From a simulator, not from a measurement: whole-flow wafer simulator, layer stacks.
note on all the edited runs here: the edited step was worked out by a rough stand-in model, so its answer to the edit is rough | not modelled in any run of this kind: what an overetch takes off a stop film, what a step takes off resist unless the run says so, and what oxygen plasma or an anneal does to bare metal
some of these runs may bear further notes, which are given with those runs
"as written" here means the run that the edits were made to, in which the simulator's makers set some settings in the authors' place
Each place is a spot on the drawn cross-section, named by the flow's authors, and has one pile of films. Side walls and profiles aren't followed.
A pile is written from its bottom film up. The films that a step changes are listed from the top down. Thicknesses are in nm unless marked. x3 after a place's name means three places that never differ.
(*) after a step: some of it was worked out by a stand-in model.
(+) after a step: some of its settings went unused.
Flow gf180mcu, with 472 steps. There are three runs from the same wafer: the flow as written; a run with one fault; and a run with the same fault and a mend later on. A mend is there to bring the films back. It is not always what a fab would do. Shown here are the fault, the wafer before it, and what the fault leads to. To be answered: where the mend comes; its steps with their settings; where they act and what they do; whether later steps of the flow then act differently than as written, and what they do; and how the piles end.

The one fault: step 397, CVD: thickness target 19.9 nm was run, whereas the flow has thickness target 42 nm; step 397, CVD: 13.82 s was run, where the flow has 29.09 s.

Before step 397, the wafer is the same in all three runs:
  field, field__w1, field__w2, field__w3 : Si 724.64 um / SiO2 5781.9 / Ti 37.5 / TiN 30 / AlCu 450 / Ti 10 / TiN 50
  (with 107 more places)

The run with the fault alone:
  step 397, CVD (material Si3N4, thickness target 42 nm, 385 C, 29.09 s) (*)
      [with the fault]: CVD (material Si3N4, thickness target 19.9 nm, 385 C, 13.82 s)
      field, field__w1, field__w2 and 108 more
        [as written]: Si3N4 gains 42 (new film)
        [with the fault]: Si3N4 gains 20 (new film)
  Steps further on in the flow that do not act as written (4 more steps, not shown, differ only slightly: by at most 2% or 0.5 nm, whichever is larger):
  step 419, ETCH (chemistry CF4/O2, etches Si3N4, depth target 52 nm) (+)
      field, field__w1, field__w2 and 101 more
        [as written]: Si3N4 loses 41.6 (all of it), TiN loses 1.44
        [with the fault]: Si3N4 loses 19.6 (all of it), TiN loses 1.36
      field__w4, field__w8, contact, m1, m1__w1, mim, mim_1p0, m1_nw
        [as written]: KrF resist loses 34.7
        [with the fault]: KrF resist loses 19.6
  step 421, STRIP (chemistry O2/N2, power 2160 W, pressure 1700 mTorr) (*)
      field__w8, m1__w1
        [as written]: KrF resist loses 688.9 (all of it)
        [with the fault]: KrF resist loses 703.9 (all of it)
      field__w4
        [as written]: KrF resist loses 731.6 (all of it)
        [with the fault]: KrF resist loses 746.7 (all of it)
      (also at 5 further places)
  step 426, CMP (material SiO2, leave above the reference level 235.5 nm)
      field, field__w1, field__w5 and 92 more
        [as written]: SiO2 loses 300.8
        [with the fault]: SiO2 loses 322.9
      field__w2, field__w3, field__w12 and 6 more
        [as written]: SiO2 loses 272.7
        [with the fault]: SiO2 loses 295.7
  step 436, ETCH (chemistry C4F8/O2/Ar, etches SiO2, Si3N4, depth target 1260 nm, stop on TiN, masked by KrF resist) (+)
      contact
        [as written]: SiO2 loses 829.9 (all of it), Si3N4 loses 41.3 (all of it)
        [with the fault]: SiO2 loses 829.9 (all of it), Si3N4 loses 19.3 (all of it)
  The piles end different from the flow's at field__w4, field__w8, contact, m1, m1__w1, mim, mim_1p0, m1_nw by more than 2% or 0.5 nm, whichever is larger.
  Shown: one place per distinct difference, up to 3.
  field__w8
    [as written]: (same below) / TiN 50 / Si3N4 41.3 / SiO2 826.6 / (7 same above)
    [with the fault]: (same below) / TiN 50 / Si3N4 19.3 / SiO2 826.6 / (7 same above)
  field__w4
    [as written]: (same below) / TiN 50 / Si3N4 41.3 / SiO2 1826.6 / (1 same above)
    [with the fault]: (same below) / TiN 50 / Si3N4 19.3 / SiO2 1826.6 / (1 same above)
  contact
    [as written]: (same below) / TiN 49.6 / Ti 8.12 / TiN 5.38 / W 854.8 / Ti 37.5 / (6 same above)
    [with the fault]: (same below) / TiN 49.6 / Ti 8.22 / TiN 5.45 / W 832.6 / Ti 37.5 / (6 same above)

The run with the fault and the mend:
  The mend follows step 397.
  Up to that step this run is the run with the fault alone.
  step 397a, CVD (material Si3N4, thickness target 22.1 nm, 385 C, 15.3 s) (a further turn of the flow's step 397, with different settings)
      field, field__w1, field__w2 and 108 more
        Si3N4 gains 22.1
  Every later step of the flow that is run acts as written, at every place that is followed, to within 2% or 0.5 nm, whichever is larger.
  At the end the piles are close to the flow's at the places that both follow, differing by at most 2% or 0.5 nm, whichever is larger.
